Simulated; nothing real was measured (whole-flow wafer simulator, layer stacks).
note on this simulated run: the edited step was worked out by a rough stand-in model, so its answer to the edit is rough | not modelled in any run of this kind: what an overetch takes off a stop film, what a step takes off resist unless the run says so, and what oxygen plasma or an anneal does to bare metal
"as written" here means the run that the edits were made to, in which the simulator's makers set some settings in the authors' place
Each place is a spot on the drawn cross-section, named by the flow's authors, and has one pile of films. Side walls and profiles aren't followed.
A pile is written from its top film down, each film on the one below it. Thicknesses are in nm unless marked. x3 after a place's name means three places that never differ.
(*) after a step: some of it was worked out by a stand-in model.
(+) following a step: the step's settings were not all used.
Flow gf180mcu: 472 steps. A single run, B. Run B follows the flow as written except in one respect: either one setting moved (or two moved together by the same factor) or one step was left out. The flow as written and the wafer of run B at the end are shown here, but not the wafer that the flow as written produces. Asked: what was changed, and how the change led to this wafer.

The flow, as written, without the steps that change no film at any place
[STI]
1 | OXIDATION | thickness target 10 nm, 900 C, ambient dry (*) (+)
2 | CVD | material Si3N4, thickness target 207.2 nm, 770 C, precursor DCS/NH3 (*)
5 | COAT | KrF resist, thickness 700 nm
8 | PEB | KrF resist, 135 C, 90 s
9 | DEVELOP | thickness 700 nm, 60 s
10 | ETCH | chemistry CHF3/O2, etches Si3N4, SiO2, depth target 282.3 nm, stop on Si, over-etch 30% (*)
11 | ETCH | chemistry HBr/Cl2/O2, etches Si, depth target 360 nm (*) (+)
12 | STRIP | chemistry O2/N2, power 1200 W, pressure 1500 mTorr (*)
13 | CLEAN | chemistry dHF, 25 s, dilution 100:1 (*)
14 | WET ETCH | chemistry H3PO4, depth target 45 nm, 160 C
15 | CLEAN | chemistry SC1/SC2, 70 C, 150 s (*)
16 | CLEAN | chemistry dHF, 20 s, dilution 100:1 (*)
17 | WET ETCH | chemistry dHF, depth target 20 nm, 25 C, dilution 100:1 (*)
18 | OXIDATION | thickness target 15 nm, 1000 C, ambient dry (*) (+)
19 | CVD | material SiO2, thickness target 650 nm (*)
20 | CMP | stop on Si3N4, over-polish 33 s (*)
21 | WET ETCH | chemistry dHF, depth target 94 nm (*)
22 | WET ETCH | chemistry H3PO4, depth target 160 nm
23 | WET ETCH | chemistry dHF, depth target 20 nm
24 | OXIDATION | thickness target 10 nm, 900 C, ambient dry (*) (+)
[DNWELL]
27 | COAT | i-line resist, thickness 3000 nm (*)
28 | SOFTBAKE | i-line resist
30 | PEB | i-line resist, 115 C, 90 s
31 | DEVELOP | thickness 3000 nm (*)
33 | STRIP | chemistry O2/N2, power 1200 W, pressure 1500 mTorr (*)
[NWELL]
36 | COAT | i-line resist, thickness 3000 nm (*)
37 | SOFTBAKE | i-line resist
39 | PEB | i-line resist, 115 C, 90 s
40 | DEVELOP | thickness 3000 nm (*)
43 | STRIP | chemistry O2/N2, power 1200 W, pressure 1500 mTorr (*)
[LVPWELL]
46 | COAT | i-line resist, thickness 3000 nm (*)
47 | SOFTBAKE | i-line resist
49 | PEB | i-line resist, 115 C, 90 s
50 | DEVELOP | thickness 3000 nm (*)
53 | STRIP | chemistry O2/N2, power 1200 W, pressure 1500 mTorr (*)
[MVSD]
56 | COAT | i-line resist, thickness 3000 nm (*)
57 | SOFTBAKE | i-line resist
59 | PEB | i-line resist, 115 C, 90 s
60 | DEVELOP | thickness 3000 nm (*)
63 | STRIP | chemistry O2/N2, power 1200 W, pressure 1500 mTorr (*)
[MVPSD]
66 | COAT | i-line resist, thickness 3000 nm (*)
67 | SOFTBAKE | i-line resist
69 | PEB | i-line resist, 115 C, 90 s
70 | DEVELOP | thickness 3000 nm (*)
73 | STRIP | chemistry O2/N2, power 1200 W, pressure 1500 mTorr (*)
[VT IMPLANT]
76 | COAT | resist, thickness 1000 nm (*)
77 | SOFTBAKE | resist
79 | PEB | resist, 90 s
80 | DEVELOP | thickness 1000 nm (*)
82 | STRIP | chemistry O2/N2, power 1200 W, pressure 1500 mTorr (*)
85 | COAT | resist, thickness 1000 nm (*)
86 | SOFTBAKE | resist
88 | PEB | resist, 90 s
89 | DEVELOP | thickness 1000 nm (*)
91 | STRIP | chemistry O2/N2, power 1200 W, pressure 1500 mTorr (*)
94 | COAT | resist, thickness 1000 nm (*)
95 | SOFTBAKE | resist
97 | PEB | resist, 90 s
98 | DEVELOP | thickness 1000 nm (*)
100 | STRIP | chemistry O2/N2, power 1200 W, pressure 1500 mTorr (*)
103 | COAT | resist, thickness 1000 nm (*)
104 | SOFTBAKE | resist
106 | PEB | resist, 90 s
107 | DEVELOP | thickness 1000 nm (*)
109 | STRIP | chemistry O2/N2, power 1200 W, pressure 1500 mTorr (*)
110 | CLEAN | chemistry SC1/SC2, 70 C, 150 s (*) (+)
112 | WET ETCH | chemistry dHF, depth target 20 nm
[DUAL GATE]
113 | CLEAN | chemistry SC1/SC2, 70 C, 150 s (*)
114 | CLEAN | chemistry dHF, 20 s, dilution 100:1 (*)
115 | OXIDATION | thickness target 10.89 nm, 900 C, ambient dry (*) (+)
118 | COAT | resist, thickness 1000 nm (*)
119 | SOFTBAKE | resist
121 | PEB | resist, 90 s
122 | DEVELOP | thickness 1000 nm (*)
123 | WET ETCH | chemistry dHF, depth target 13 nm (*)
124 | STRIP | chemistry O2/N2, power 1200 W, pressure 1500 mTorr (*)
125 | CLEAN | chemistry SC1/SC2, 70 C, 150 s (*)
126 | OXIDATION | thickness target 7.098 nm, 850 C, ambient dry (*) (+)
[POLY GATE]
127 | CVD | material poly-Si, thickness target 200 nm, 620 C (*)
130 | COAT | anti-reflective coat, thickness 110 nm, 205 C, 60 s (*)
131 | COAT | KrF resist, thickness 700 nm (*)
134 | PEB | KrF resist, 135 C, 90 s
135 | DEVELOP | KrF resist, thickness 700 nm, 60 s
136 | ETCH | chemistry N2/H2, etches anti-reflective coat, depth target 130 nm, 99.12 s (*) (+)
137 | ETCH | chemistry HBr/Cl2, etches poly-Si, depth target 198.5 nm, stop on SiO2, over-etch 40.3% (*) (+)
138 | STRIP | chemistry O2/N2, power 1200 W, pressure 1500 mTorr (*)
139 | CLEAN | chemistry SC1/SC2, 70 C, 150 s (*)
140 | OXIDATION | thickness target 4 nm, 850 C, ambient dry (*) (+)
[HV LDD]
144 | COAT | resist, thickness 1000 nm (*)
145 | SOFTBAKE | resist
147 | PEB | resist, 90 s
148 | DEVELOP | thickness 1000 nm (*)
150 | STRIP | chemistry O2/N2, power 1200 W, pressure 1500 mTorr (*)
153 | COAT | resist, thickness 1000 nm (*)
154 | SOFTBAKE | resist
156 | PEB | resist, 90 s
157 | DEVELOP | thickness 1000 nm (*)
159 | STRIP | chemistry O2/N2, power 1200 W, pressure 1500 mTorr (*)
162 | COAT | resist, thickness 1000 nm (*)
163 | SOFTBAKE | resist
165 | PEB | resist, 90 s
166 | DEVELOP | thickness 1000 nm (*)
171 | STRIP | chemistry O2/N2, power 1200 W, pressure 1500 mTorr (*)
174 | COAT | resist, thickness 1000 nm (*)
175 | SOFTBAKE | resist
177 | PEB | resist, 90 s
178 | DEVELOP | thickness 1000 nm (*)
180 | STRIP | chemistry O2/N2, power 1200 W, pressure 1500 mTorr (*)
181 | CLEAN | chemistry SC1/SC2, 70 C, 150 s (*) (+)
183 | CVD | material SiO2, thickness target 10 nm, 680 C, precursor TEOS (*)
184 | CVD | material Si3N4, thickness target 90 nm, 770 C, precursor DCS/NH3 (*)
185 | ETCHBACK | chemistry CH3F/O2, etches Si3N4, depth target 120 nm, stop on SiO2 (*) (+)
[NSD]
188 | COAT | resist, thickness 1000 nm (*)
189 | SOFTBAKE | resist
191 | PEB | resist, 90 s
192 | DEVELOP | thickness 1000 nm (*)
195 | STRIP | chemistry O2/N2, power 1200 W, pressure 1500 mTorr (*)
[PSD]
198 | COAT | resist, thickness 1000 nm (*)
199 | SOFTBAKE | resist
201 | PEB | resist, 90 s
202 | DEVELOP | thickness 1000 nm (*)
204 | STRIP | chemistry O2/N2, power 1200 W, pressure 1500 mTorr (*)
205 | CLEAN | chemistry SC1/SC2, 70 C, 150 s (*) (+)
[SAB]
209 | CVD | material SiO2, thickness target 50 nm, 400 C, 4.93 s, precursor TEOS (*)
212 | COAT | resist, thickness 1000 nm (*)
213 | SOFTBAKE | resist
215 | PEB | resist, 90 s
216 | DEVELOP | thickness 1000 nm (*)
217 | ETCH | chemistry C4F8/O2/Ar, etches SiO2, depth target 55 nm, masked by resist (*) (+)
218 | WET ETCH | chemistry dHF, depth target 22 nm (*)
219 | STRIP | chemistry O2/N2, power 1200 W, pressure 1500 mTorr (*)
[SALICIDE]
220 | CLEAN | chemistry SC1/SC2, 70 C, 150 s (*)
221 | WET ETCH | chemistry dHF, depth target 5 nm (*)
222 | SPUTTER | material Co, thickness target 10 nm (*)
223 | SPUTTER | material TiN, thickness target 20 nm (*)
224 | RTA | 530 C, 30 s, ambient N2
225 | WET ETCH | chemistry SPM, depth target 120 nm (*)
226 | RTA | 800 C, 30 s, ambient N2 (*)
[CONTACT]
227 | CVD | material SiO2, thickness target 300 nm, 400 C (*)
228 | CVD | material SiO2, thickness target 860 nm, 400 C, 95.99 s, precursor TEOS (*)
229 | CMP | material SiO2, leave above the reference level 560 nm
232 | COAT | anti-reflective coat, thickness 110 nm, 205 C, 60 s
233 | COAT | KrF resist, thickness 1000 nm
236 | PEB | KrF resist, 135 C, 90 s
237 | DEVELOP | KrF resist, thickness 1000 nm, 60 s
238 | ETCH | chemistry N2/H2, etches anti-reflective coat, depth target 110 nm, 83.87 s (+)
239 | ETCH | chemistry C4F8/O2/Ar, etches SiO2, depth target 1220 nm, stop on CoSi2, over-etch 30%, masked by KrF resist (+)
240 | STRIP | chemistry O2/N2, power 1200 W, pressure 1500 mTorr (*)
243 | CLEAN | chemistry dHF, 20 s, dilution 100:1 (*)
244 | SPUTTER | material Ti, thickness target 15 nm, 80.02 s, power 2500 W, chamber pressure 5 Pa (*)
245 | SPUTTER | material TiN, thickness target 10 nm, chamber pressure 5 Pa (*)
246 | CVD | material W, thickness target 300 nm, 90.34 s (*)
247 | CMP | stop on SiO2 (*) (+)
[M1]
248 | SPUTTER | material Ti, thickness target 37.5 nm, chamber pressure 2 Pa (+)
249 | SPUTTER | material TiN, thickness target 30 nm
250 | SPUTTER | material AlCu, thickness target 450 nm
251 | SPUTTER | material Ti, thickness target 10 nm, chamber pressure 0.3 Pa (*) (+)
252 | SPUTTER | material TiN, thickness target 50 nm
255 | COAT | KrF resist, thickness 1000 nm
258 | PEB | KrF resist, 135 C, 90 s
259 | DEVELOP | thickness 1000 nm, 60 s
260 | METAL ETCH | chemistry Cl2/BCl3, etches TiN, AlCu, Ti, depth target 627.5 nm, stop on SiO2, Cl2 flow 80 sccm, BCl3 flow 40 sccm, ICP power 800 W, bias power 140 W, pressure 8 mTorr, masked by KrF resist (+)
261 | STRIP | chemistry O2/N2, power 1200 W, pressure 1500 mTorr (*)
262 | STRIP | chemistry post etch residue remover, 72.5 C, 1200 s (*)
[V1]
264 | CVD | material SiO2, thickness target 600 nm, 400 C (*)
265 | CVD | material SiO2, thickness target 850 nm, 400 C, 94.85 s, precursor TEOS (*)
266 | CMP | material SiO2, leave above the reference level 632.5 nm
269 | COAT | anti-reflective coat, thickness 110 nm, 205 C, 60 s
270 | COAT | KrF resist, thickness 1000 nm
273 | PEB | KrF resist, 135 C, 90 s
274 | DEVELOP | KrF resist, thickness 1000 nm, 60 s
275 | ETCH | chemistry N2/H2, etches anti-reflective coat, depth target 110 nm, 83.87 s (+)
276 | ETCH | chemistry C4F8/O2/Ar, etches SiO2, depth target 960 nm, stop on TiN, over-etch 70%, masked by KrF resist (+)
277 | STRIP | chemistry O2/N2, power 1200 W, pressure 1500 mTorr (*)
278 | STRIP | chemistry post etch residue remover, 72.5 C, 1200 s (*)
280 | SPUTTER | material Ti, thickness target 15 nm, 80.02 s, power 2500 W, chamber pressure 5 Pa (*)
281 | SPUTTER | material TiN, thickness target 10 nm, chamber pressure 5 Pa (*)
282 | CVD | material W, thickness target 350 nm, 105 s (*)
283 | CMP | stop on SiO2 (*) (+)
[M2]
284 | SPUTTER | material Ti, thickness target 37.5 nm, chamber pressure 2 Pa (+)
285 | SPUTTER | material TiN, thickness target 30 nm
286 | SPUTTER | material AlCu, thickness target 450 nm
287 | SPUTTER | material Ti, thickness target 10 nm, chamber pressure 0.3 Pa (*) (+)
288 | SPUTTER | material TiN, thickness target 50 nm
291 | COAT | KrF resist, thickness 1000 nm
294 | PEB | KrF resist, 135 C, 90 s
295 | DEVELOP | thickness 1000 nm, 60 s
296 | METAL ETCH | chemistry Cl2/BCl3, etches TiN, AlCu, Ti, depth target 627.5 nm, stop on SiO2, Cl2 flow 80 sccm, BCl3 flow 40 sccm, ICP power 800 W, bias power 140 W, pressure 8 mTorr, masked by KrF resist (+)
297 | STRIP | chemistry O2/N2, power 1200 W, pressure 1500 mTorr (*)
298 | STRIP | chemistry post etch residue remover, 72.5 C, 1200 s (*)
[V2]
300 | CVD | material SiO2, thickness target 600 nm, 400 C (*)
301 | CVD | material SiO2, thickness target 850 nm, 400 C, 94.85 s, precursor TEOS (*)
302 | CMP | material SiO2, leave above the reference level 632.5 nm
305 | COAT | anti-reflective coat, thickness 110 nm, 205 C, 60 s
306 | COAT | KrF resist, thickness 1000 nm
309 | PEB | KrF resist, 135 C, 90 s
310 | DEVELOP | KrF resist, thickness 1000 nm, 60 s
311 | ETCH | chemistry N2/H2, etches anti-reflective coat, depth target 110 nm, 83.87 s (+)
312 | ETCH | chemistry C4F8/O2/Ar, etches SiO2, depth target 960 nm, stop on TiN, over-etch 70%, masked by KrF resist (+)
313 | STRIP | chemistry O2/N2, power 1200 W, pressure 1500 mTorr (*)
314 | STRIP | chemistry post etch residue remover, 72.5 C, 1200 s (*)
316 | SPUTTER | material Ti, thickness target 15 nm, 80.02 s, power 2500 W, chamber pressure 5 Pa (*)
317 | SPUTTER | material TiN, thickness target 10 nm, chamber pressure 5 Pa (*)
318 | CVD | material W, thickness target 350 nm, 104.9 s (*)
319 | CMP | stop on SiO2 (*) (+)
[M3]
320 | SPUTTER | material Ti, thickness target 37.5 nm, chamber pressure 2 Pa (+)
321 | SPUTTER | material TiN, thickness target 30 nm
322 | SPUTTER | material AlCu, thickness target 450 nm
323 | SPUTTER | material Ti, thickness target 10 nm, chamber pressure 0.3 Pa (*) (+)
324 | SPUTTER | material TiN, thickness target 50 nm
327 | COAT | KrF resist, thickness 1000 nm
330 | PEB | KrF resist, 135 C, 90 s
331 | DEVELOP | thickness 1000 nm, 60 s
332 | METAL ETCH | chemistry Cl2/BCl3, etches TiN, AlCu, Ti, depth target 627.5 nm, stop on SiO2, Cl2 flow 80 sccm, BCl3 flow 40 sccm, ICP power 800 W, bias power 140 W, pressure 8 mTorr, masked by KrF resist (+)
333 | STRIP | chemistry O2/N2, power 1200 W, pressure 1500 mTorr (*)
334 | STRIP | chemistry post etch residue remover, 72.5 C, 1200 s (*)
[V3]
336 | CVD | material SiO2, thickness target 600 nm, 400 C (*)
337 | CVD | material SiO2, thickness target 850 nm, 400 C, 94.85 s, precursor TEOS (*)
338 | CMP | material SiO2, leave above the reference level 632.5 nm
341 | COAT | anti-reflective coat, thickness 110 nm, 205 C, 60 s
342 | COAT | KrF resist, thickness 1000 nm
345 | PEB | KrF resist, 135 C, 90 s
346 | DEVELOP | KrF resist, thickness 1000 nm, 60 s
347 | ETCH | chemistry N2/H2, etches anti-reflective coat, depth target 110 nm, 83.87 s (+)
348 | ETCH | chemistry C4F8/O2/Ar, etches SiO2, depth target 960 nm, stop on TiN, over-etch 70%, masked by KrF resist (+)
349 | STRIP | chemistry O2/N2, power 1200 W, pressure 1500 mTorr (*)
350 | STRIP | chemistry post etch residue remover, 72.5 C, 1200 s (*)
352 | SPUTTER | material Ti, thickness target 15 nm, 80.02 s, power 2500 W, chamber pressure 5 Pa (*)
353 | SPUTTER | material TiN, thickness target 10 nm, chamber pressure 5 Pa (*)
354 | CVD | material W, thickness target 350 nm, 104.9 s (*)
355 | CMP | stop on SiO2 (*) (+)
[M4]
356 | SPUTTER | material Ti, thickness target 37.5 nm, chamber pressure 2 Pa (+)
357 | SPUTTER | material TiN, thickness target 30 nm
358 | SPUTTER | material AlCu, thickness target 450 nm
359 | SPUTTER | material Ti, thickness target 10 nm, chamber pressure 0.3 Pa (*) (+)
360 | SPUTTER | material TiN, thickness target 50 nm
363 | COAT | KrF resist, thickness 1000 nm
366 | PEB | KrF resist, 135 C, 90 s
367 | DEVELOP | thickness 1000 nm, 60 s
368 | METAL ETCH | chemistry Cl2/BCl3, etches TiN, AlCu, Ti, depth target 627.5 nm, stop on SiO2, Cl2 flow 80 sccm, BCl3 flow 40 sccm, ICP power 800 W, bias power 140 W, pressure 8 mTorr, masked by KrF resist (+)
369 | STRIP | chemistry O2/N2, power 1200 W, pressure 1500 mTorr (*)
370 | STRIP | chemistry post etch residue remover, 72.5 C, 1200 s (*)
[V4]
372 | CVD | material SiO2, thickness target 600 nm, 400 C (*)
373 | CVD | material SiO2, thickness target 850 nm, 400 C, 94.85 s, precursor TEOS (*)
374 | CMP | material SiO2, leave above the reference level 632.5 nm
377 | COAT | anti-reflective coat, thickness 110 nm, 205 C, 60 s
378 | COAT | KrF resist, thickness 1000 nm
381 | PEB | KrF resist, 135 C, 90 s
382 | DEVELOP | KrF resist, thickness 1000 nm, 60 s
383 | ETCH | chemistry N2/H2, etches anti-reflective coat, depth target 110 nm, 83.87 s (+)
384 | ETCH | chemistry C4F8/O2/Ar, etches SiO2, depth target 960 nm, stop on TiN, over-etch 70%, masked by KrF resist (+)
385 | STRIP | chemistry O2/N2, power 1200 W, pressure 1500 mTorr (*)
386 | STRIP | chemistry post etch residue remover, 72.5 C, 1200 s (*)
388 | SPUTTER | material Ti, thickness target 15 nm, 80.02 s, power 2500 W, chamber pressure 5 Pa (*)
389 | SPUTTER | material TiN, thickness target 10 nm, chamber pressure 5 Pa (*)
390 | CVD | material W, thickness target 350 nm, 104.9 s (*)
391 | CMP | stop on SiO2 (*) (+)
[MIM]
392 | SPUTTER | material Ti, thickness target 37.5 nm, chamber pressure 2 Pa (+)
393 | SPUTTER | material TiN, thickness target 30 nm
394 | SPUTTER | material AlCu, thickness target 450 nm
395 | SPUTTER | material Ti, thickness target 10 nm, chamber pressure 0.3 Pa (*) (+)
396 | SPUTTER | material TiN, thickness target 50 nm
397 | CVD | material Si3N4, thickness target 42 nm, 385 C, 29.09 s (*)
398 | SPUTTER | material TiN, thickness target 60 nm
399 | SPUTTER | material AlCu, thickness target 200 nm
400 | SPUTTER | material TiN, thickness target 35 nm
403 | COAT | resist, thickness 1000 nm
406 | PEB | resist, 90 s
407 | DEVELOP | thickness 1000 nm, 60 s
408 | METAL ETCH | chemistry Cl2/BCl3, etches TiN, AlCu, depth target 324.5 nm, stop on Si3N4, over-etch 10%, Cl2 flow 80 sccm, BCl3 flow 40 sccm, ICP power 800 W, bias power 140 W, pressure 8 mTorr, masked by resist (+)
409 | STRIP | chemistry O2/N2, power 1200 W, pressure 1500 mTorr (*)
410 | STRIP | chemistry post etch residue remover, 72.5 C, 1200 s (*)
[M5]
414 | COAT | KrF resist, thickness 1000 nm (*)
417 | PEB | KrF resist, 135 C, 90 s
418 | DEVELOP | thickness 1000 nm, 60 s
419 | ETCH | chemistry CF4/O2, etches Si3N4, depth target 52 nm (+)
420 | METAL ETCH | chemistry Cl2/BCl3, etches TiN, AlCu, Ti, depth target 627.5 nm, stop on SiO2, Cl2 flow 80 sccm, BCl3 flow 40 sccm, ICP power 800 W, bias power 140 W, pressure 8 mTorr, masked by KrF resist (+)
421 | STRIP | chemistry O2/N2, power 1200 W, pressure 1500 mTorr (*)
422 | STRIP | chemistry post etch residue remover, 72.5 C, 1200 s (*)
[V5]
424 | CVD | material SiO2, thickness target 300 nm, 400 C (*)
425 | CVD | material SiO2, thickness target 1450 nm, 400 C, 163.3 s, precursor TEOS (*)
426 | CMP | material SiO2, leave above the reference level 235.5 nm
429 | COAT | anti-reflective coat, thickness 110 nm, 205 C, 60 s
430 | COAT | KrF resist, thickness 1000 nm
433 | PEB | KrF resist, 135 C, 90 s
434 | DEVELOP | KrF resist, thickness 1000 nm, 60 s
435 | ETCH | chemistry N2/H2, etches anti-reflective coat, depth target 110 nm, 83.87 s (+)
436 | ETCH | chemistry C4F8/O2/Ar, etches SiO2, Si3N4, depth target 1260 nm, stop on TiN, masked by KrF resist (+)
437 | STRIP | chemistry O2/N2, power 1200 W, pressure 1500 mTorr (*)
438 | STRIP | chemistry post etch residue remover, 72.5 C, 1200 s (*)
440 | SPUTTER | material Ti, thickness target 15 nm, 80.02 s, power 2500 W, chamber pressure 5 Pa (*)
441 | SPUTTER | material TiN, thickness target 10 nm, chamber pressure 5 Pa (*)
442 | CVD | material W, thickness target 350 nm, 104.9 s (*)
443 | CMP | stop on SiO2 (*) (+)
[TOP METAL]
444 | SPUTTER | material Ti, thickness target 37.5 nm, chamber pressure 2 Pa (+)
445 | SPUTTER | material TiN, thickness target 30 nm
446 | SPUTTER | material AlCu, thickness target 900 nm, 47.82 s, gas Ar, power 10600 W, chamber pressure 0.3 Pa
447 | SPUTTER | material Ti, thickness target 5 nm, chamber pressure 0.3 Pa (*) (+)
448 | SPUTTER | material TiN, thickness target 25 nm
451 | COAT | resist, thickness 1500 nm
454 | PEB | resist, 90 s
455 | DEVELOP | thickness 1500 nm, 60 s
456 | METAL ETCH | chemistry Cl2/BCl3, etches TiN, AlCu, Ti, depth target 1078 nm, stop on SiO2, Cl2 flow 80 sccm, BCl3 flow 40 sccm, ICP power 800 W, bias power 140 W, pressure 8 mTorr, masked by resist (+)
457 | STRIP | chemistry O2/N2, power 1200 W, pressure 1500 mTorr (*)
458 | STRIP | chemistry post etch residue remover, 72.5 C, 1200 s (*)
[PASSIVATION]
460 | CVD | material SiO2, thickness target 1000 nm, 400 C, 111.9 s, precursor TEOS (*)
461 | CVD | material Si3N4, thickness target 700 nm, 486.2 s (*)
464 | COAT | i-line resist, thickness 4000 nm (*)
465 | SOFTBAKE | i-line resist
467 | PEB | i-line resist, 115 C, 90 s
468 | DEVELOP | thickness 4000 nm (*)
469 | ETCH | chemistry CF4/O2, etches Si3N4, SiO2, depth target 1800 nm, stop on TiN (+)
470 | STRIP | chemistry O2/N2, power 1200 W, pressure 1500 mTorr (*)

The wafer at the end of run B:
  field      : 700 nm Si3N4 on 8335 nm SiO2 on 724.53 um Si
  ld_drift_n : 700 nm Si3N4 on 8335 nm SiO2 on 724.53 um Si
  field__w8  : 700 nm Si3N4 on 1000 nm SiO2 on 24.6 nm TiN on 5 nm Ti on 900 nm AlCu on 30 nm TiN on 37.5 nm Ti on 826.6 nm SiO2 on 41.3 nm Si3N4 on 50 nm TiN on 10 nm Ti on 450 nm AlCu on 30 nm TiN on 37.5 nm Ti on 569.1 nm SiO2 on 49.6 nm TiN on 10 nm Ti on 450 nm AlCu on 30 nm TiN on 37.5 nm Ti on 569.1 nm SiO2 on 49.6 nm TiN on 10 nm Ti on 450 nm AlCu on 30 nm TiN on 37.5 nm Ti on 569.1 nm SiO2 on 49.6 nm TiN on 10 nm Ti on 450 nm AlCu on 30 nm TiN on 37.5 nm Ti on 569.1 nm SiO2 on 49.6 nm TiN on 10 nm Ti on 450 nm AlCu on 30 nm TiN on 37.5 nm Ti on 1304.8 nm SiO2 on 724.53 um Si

Cause: step 11, ETCH: depth target 468 nm was run, while the flow as written has depth target 360 nm.

Step by step, how the change led to this:
  11 | ETCH | chemistry HBr/Cl2/O2, etches Si, depth target 360 nm (*) (+)
      active, n_well, p_well and 40 more: KrF resist loses 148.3 (it would be, as written: KrF resist loses 112.3)
      field, field_sub, sti and 34 more: Si loses 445 (it would be, as written: Si loses 337)
  12 | STRIP | chemistry O2/N2, power 1200 W, pressure 1500 mTorr (*)
      active, n_well, p_well and 40 more: KrF resist loses 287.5 (all of it) (it would be, as written: KrF resist loses 323.5 (all of it))
  19 | CVD | material SiO2, thickness target 650 nm (*)
      m1, ld_fp_n, ld_drift_n and 8 more: SiO2 gains 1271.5 (it would be, as written: SiO2 gains 1163.5)
  20 | CMP | stop on Si3N4, over-polish 33 s (*)
      sti, mim_1p0, pad and 11 more: SiO2 loses 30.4 (it would be, as written: SiO2 loses 138.3)
      nw_enc_fld, nw_enc_fld_lv: SiO2 loses 34.4 (it would be, as written: SiO2 loses 142.4)
      (as well as at 10 more places)
  223 | SPUTTER | material TiN, thickness target 20 nm (*)
      field__w12: TiN gains 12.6 (new film) (it would be, as written: TiN gains 12 (new film))
  225 | WET ETCH | chemistry SPM, depth target 120 nm (*)
      field__w12: TiN loses 12.6 (all of it), Co loses 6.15 (all of it) (it would be, as written: TiN loses 12 (all of it), Co loses 6.15 (all of it))
